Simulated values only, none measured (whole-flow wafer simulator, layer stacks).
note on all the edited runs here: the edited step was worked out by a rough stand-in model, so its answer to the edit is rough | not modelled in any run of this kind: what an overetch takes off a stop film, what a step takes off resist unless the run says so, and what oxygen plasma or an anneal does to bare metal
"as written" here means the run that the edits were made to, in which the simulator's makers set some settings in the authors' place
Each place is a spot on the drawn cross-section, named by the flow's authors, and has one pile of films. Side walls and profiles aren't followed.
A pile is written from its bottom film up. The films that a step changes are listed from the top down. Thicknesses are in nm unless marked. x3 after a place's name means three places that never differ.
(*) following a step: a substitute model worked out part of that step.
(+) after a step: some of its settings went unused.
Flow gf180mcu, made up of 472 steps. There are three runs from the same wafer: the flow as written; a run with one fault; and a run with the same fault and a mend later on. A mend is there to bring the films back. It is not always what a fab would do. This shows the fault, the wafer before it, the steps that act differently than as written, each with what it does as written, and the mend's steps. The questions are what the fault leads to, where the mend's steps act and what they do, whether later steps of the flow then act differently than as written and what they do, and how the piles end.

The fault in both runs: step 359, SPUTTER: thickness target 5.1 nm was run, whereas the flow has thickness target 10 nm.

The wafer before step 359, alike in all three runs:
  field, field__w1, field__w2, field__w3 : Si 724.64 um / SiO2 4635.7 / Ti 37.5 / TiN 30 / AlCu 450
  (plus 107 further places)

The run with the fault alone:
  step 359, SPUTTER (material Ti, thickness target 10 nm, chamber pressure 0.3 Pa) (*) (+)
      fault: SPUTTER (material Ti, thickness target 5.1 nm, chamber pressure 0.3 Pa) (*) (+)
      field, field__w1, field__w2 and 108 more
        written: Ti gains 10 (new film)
        fault: Ti gains 5.1 (new film)
  Steps later in the flow that act otherwise than as written (5 other steps are not shown; they differ only slightly, by no more than 2% or 0.5 nm, whichever is larger):
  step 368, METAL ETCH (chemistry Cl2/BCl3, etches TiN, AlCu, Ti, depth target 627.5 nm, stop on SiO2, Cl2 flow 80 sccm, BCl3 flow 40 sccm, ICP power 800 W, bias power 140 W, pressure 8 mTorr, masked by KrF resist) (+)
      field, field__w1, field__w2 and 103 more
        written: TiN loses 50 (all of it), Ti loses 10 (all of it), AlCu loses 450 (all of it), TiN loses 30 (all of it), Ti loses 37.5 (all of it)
        fault: TiN loses 50 (all of it), Ti loses 5.1 (all of it), AlCu loses 450 (all of it), TiN loses 30 (all of it), Ti loses 37.5 (all of it)
  By the end, the piles at field__w8, contact, m1, m1__w1, m1_nw depart from the flow's by more than 2% or 0.5 nm, whichever is larger.
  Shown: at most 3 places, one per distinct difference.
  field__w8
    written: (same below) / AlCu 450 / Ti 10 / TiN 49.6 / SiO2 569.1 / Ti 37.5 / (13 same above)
    fault: (same below) / AlCu 450 / Ti 5.1 / TiN 49.6 / SiO2 574 / Ti 37.5 / (13 same above)
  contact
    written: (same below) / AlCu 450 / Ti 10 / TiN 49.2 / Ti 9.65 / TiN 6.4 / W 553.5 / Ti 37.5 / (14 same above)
    fault: (same below) / AlCu 450 / Ti 5.1 / TiN 49.2 / Ti 9.63 / TiN 6.39 / W 558.4 / Ti 37.5 / (14 same above)

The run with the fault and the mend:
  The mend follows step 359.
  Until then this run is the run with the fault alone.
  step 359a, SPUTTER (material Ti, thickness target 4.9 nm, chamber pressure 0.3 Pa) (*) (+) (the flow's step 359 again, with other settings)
      field, field__w1, field__w2 and 108 more
        Ti gains 4.9
  None of the later steps of the flow acts differently than as written at any place that is followed.
  At every place that both follow, the piles at the end match the flow's.
